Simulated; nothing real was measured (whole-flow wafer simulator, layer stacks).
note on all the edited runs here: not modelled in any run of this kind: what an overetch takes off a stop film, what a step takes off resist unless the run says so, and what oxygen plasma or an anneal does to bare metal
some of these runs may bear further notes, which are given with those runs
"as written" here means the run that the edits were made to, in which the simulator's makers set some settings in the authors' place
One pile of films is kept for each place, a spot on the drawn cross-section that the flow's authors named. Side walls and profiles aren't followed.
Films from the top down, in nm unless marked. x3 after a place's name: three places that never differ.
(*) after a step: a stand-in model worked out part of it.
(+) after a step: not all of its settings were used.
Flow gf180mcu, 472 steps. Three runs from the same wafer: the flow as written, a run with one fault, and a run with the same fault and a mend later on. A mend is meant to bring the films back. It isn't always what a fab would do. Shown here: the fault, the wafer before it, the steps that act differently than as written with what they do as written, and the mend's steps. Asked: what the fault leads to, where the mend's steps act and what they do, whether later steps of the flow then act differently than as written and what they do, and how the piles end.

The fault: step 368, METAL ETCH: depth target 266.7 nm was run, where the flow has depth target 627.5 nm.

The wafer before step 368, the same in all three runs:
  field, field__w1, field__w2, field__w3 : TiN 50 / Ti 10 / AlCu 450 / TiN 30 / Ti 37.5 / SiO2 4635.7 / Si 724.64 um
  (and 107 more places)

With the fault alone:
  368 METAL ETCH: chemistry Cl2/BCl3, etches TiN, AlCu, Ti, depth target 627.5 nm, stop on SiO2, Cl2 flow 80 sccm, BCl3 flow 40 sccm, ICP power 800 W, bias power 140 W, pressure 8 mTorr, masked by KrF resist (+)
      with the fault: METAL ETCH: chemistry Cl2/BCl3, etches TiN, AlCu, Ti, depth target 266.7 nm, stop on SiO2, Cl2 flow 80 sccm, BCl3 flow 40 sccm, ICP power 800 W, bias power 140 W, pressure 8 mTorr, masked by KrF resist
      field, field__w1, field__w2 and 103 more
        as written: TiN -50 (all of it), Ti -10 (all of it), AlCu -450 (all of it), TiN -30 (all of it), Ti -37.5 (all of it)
        with the fault: TiN -50 (all of it), Ti -10 (all of it), AlCu -206.7
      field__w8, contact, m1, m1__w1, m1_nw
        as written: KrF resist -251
        with the fault: KrF resist -106.7
  Later steps of the flow that act differently than as written:
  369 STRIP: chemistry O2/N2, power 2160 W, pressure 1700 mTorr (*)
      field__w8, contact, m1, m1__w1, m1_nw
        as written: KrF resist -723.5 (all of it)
        with the fault: KrF resist -867.8 (all of it)
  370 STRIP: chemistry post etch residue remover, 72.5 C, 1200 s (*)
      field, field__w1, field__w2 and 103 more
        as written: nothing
        with the fault: AlCu -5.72
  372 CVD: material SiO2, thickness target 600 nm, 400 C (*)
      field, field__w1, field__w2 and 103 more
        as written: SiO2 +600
        with the fault: SiO2 +600 (new film)
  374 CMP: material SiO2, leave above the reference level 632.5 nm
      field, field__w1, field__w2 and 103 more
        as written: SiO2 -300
        with the fault: SiO2 -605.1
  At the end the piles differ from the flow's by more than 2% or 0.5 nm, whichever is larger, at field, field__w1, field__w2 and 104 more.
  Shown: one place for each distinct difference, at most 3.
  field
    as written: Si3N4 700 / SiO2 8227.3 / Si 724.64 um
    with the fault: Si3N4 700 / SiO2 3286.5 / AlCu 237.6 / TiN 30 / Ti 37.5 / SiO2 4635.7 / Si 724.64 um
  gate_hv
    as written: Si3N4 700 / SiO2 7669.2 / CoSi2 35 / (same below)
    with the fault: Si3N4 700 / SiO2 3286.5 / AlCu 237.6 / TiN 30 / Ti 37.5 / SiO2 4077.6 / CoSi2 35 / (same below)
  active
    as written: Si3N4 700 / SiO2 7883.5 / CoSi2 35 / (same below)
    with the fault: Si3N4 700 / SiO2 3286.5 / AlCu 237.6 / TiN 30 / Ti 37.5 / SiO2 4291.9 / CoSi2 35 / (same below)

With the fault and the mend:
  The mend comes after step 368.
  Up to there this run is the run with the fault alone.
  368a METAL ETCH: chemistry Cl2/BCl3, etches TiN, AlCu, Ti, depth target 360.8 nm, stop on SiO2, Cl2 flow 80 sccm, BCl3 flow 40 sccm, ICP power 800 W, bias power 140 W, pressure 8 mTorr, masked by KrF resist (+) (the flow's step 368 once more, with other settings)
      field, field__w1, field__w2 and 103 more
        AlCu -243.3 (all of it), TiN -30 (all of it), Ti -37.5 (all of it)
      field__w8, contact, m1, m1__w1, m1_nw
        KrF resist -144.3
  No later step of the flow acts differently than as written at any place that is followed.
  At the end the piles are the same as the flow's at every place that both follow.
